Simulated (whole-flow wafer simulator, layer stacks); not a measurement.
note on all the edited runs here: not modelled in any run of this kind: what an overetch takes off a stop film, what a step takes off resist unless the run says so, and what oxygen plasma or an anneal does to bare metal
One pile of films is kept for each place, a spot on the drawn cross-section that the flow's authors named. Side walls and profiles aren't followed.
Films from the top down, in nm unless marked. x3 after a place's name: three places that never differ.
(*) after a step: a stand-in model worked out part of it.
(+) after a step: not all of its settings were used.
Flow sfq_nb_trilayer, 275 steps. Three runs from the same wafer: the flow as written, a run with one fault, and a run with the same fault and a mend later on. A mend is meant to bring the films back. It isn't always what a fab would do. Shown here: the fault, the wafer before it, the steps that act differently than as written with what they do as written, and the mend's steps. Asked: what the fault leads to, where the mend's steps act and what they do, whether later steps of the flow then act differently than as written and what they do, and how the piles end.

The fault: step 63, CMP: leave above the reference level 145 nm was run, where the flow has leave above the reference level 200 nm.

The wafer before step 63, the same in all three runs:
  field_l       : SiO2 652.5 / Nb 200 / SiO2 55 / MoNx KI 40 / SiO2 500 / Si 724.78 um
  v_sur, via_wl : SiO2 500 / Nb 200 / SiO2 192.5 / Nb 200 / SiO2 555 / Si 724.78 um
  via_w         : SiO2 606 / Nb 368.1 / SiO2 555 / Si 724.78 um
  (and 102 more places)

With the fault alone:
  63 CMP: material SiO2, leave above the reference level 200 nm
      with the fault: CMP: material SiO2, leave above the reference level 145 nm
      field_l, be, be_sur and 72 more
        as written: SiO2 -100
        with the fault: SiO2 -155
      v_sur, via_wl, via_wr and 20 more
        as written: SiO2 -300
        with the fault: SiO2 -355
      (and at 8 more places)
  Later steps of the flow that act differently than as written (4 more steps differ only slightly, by at most 2% or 0.5 nm, whichever is larger, and aren't shown):
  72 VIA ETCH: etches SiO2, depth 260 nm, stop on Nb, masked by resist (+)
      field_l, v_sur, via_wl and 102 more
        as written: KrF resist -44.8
        with the fault: KrF resist -37.5
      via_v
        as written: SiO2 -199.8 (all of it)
        with the fault: SiO2 -144.8 (all of it)
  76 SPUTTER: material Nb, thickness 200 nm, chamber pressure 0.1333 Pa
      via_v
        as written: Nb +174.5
        with the fault: Nb +185.7
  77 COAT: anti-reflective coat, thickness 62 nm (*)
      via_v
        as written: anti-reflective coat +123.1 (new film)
        with the fault: anti-reflective coat +110.3 (new film)
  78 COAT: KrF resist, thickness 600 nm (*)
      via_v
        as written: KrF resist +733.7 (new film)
        with the fault: KrF resist +689.1 (new film)
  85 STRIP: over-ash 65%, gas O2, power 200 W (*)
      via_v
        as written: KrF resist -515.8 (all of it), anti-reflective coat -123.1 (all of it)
        with the fault: KrF resist -471.2 (all of it), anti-reflective coat -110.3 (all of it)
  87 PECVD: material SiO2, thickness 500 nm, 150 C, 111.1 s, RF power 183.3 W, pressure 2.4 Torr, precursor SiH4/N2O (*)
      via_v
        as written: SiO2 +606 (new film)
        with the fault: SiO2 +515.3 (new film)
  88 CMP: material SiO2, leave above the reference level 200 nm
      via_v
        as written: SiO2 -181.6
        with the fault: SiO2 -157.1
  At the end the piles differ from the flow's by more than 2% or 0.5 nm, whichever is larger, at v_sur, via_wl, via_w and 86 more.
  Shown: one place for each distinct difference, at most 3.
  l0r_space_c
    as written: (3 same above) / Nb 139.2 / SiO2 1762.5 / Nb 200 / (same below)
    with the fault: (3 same above) / Nb 139.2 / SiO2 1707.5 / Nb 200 / (same below)
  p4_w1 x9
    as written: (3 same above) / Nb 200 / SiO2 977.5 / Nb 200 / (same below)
    with the fault: (3 same above) / Nb 200 / SiO2 922.5 / Nb 200 / (same below)
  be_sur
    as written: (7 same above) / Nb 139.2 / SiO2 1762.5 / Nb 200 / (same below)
    with the fault: (7 same above) / Nb 139.2 / SiO2 1707.5 / Nb 200 / (same below)

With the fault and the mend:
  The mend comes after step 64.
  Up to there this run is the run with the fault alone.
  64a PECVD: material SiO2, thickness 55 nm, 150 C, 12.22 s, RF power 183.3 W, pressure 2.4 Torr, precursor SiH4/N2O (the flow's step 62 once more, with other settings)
      field_l, v_sur, via_wl and 103 more
        SiO2 +55
  No later step of the flow acts differently than as written, at any place that is followed, by more than 2% or 0.5 nm, whichever is larger.
  At the end the piles are the same as the flow's at every place that both follow.
